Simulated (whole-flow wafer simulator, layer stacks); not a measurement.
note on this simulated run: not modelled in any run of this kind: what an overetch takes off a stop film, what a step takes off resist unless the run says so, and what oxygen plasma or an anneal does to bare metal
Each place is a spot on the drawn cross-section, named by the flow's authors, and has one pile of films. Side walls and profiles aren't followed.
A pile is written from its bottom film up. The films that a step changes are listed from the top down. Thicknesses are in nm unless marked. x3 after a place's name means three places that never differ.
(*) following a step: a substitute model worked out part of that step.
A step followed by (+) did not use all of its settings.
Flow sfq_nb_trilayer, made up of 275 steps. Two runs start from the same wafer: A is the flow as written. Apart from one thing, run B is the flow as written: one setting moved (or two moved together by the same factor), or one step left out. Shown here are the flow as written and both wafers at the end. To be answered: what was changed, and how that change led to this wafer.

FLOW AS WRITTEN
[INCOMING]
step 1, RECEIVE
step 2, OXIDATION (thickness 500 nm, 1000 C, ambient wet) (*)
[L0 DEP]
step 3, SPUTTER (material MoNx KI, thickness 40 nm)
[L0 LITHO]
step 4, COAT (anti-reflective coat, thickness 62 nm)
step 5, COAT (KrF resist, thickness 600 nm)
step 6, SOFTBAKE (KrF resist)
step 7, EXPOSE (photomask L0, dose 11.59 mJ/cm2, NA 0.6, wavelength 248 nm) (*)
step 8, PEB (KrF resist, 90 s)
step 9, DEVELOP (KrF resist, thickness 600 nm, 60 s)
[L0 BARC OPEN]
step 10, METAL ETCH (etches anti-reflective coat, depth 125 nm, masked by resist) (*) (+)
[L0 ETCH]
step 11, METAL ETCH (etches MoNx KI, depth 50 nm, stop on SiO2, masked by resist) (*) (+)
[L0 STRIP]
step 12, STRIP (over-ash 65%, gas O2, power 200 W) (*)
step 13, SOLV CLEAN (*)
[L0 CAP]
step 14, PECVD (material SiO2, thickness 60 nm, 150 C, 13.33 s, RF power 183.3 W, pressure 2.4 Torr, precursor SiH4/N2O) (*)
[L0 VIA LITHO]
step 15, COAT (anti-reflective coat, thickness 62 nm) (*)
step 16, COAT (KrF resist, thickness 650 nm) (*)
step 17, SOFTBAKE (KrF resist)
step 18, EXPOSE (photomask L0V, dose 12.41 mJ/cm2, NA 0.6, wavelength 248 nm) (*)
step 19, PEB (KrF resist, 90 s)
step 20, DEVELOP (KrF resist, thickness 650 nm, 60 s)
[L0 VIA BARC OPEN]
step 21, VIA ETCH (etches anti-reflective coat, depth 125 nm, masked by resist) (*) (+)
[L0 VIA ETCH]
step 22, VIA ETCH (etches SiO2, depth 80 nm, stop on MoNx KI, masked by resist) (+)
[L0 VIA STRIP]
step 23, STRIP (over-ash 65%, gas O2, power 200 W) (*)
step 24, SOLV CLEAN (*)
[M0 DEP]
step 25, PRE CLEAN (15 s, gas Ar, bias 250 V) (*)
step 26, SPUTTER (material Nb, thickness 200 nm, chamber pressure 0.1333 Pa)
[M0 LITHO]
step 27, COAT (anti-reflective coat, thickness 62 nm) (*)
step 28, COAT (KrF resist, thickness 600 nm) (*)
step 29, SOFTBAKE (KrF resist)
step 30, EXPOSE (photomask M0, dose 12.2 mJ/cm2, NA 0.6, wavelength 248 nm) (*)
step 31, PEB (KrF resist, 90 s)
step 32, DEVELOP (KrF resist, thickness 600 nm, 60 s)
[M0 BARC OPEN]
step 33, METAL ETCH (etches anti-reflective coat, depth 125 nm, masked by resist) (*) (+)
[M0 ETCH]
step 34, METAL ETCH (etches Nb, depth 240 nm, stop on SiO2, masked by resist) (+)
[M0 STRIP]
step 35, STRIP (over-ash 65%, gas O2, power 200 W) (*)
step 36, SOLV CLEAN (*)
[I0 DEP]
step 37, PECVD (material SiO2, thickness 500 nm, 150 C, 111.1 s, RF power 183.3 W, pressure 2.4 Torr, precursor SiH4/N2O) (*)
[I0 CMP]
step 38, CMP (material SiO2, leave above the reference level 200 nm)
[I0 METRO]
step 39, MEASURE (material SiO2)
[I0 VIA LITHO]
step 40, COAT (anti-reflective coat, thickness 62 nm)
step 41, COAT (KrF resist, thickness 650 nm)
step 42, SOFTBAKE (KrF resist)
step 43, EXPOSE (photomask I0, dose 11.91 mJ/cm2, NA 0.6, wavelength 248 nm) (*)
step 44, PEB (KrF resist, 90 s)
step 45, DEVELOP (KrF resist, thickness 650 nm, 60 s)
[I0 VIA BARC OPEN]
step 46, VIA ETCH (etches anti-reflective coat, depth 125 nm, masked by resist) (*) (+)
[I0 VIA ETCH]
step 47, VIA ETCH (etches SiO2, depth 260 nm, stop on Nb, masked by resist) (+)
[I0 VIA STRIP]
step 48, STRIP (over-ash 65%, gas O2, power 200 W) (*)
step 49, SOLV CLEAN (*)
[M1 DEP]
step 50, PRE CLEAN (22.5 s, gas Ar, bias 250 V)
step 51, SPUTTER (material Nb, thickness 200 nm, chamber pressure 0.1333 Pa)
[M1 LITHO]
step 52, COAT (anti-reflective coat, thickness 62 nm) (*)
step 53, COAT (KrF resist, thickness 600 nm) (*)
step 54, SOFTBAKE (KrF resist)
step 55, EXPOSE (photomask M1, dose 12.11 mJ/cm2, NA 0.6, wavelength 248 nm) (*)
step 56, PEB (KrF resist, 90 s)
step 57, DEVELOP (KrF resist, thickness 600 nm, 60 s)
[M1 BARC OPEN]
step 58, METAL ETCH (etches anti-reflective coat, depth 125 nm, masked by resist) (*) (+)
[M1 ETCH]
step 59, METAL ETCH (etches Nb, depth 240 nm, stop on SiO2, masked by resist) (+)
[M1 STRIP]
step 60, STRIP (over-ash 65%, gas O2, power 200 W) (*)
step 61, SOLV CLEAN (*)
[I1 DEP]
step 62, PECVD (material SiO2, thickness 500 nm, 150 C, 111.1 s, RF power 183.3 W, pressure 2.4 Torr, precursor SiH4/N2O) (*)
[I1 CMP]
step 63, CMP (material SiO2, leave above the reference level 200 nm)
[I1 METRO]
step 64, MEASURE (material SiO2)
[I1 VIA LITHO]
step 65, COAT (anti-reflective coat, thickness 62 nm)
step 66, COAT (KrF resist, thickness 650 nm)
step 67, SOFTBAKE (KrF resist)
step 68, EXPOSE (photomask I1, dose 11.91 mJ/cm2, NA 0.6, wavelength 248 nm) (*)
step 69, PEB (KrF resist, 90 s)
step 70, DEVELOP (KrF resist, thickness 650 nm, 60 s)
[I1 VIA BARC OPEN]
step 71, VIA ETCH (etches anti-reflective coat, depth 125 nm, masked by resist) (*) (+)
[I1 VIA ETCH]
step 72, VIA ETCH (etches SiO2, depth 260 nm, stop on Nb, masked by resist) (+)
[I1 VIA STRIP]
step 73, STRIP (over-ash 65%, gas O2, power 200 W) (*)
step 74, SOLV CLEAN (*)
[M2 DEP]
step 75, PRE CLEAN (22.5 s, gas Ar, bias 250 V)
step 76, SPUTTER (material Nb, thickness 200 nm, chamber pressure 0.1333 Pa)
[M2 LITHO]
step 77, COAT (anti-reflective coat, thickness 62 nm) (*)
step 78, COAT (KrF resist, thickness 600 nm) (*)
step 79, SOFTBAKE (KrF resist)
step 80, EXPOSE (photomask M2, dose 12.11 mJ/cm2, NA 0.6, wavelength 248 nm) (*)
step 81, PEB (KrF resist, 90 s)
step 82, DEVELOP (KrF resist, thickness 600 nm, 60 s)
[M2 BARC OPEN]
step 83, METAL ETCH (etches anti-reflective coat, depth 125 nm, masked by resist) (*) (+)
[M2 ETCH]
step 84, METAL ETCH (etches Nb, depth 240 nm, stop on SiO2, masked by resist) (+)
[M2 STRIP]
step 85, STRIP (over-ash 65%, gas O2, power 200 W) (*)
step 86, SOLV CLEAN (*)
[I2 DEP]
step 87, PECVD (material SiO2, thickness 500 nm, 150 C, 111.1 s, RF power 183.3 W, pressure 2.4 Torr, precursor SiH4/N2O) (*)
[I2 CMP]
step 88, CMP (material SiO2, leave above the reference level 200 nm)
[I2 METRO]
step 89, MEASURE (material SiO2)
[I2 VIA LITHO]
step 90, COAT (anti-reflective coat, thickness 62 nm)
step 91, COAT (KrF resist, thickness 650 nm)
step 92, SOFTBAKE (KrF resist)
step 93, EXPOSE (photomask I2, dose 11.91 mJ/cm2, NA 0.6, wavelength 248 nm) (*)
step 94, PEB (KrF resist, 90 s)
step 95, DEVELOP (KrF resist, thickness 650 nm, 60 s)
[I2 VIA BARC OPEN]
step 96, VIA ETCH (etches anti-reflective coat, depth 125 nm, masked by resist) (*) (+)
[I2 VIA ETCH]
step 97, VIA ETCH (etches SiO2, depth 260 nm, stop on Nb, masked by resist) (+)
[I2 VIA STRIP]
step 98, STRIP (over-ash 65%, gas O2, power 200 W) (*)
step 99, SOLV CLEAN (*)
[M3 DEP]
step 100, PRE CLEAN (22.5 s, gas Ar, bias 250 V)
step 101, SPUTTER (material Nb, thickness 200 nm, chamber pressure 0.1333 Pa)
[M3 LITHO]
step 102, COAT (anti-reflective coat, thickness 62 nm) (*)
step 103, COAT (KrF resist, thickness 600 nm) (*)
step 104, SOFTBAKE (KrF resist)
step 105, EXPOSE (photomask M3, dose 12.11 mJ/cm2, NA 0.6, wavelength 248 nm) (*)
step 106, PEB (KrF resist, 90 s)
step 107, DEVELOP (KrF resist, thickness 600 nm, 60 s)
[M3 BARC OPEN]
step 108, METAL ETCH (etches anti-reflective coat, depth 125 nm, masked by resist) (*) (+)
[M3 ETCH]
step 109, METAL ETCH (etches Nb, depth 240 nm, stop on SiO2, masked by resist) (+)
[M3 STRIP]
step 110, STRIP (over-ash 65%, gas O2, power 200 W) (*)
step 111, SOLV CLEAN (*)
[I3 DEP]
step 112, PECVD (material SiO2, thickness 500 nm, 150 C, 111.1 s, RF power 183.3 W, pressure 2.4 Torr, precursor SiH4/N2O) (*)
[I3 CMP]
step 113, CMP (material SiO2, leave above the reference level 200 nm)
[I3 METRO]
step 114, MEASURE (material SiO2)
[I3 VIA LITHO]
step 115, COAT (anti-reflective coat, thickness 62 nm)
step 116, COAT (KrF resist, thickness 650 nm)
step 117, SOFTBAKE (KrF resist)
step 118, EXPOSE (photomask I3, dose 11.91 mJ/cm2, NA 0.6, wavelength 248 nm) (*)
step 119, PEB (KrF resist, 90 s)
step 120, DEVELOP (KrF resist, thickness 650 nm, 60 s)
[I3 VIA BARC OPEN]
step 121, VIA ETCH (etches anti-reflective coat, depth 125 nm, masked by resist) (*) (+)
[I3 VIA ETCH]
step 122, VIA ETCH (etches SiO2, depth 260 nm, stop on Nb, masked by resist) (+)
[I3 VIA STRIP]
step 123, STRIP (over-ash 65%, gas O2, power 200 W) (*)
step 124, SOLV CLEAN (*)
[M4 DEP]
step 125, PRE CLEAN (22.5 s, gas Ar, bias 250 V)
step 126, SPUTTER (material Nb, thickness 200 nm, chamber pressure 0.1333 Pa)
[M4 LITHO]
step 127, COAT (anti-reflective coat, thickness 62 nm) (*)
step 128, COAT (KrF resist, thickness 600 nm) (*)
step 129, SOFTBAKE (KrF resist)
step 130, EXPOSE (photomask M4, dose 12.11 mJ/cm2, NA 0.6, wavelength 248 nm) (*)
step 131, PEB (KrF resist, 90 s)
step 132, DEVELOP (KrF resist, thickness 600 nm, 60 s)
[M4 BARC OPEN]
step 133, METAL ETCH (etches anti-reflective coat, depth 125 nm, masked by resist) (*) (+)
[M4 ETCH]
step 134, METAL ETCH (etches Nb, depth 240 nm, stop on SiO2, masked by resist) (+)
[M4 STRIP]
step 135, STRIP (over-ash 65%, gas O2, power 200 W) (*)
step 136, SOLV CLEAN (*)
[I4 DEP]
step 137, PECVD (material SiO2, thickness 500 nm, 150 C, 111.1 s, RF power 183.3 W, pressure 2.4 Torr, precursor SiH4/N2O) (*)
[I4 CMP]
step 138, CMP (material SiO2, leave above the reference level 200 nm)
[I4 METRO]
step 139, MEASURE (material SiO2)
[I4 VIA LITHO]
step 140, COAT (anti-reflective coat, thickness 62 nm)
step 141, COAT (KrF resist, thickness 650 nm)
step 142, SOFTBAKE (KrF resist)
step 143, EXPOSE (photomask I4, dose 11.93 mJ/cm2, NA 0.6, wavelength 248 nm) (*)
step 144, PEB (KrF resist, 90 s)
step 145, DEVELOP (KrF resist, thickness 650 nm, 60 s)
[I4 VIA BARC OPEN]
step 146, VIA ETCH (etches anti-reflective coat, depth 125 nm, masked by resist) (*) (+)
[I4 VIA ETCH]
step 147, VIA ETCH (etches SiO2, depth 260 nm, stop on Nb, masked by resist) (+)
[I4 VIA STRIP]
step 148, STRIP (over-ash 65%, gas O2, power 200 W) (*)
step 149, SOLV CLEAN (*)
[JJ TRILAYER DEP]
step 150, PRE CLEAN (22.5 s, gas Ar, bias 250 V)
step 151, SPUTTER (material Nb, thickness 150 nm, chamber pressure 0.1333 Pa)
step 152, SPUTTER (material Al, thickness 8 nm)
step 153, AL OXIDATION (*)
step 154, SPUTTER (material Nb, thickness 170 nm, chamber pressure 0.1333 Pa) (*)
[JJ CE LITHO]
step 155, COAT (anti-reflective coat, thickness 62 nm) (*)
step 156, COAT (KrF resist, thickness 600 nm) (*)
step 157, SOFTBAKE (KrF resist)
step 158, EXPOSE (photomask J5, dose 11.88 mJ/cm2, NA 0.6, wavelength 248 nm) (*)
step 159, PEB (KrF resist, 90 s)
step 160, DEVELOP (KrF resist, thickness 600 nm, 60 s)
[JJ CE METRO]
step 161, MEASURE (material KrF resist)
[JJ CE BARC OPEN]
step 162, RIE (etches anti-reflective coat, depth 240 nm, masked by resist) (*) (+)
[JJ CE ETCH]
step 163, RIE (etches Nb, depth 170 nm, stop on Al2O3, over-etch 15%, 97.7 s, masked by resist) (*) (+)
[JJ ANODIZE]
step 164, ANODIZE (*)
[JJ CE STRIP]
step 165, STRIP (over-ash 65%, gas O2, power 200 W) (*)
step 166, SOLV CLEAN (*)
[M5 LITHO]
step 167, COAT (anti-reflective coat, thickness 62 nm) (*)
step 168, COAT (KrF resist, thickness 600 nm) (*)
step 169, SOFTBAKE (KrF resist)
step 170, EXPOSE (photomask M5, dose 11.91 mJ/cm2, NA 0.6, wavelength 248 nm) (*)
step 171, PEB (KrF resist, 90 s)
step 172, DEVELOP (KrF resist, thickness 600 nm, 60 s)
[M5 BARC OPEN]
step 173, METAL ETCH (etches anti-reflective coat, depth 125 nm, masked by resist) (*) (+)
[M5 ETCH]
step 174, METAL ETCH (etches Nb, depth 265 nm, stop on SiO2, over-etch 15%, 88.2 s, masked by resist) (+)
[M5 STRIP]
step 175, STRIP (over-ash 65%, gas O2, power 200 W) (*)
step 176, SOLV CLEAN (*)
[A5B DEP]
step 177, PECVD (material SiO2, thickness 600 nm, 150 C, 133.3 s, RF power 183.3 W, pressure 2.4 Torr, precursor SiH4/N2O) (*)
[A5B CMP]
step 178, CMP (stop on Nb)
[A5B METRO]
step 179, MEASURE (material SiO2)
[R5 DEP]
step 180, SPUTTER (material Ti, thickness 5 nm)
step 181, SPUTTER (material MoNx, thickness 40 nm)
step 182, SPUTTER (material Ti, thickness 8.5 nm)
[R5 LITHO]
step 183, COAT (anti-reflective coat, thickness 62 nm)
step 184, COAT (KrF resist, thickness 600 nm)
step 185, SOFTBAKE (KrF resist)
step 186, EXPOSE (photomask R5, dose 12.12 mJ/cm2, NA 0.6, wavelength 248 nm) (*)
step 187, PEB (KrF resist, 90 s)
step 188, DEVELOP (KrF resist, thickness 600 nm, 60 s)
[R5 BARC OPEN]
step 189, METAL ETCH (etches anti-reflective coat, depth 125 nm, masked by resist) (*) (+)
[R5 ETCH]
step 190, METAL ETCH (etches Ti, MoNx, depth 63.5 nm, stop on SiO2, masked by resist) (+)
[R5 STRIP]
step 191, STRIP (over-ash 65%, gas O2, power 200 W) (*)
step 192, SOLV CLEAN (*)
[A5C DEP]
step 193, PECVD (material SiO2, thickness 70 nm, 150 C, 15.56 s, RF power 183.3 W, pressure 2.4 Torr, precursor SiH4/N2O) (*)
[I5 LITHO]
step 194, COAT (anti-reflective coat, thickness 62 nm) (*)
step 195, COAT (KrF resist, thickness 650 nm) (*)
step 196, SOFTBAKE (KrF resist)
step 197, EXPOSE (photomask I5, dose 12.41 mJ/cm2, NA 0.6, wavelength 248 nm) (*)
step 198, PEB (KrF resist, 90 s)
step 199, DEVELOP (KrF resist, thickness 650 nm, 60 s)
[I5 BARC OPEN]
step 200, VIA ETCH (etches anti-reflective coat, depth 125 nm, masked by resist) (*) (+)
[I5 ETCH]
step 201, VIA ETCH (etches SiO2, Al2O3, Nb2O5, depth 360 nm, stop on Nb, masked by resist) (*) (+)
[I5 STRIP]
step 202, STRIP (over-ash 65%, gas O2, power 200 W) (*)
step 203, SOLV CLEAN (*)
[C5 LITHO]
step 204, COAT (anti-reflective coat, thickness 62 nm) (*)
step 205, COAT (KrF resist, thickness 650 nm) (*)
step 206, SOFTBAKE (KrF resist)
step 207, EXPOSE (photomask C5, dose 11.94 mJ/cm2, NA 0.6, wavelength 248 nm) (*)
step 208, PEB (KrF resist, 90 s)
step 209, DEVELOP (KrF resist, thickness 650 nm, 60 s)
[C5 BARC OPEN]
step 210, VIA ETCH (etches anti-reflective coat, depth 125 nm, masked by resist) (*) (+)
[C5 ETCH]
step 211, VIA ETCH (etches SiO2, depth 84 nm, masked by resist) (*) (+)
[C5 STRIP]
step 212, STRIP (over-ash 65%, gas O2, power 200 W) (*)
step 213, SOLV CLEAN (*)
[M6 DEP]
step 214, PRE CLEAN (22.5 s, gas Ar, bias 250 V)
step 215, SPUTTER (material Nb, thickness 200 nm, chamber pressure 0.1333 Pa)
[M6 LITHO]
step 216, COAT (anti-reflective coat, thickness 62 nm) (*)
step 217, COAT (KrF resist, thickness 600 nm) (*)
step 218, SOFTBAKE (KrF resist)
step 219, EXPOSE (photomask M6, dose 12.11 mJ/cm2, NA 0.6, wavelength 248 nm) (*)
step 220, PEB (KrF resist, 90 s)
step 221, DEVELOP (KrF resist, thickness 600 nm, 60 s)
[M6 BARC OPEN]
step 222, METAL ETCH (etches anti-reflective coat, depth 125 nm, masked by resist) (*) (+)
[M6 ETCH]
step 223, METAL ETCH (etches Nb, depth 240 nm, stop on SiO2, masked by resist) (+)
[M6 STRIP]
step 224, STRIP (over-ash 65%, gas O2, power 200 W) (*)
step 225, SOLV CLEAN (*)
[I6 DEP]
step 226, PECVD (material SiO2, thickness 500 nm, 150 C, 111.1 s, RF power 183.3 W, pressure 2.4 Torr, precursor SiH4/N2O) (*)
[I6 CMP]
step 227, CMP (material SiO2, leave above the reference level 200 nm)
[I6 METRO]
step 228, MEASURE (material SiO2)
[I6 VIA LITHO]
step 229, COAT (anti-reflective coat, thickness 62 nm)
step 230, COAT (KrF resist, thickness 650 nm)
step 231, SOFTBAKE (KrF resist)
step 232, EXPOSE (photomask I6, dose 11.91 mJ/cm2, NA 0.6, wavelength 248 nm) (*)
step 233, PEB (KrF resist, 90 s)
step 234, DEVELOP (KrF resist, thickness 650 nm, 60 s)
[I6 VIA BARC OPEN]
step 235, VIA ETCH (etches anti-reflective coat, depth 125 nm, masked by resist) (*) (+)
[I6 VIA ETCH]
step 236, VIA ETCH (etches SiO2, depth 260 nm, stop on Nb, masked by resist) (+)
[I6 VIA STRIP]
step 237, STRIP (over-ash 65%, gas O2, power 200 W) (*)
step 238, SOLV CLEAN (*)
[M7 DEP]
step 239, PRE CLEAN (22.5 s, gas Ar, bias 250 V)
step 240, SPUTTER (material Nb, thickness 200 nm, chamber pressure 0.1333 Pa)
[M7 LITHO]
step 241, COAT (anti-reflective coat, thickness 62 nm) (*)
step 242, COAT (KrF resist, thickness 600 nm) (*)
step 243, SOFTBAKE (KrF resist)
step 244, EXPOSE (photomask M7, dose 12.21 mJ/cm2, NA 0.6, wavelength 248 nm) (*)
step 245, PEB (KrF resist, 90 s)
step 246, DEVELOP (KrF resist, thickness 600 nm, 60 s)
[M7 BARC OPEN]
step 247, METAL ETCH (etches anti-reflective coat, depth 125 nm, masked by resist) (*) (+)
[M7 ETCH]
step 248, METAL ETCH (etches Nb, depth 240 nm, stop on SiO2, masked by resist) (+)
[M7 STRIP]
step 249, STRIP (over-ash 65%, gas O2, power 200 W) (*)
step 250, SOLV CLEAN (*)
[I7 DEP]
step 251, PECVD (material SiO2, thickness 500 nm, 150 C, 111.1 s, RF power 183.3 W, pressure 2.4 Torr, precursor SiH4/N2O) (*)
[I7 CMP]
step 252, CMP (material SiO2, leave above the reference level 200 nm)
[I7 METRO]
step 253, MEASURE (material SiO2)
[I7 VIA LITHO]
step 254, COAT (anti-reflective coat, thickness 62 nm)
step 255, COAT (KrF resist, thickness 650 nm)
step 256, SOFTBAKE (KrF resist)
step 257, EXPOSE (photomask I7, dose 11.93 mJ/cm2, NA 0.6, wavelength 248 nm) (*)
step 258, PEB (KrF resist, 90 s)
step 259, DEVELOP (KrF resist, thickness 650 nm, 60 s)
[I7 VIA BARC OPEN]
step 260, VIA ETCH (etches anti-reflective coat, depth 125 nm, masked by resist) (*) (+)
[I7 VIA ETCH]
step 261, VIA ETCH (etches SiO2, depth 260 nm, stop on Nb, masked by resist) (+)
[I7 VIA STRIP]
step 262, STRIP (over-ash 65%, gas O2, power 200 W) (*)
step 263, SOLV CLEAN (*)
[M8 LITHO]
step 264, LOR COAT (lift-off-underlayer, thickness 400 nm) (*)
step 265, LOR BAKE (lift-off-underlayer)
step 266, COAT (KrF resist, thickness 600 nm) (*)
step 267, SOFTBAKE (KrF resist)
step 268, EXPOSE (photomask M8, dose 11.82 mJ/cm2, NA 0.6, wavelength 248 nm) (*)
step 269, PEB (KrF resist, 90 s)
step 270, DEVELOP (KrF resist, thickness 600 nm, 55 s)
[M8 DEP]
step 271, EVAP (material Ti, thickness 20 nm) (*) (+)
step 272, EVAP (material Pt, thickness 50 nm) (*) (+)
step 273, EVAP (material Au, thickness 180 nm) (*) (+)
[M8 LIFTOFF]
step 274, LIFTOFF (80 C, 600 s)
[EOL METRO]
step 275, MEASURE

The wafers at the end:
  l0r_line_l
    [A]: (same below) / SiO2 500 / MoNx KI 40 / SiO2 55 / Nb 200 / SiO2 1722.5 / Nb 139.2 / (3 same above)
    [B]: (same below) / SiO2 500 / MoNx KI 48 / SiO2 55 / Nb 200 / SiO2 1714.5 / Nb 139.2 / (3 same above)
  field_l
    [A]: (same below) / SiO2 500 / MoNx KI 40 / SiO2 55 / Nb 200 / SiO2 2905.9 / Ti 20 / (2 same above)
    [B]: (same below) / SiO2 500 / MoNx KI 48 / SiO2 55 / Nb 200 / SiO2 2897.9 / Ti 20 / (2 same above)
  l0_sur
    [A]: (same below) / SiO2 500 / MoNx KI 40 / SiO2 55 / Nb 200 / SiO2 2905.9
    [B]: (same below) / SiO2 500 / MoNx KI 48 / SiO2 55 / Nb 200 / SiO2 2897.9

Cause: step 3, SPUTTER: thickness 48 nm was run, while the flow as written has thickness 40 nm.
One can read it off the wafer: l0r_line_l has MoNx KI 48, and step 3 as written asks for 40 nm.

Step by step, how the change led to this:
  step 3, SPUTTER (material MoNx KI, thickness 40 nm)
      field_l, v_sur, via_wl and 103 more: A +40 MoNx KI (new film) | B +48 MoNx KI (new film)
  step 11, METAL ETCH (etches MoNx KI, depth 50 nm, stop on SiO2, masked by resist) (*) (+)
      v_sur, via_wl, via_w and 97 more: A -40 MoNx KI (all of it) | B -48 MoNx KI (all of it)
  step 15, COAT (anti-reflective coat, thickness 62 nm) (*)
      v_sur: A +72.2 anti-reflective coat (new film) | B +74.4 anti-reflective coat (new film)
      l0_sur: A +54.2 anti-reflective coat (new film) | B +53.1 anti-reflective coat (new film)
      (also at 1 further place)
  step 23, STRIP (over-ash 65%, gas O2, power 200 W) (*)
      v_sur: A -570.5 KrF resist (all of it), -72.2 anti-reflective coat (all of it) | B -572.5 KrF resist (all of it), -74.4 anti-reflective coat (all of it)
      l0_sur: A -552.8 KrF resist (all of it), -54.2 anti-reflective coat (all of it) | B -551 KrF resist (all of it), -53.1 anti-reflective coat (all of it)
      (also at 1 further place)
  step 27, COAT (anti-reflective coat, thickness 62 nm) (*)
      v_sur: A +72.3 anti-reflective coat (new film) | B +74.6 anti-reflective coat (new film)
      l0r_space_c: A +78 anti-reflective coat (new film) | B +81.2 anti-reflective coat (new film)
  step 35, STRIP (over-ash 65%, gas O2, power 200 W) (*)
      v_sur: A -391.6 KrF resist (all of it), -72.3 anti-reflective coat (all of it) | B -393.4 KrF resist (all of it), -74.6 anti-reflective coat (all of it)
      l0r_space_c: A -397.6 KrF resist (all of it), -78 anti-reflective coat (all of it) | B -400.7 KrF resist (all of it), -81.2 anti-reflective coat (all of it)
  step 38, CMP (material SiO2, leave above the reference level 200 nm)
      field_l, l0_sur, l0r_line_l, l0r_line_c, l0r_line_r: A -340 SiO2 | B -348 SiO2
      l0v: A -277.8 SiO2 | B -285.8 SiO2
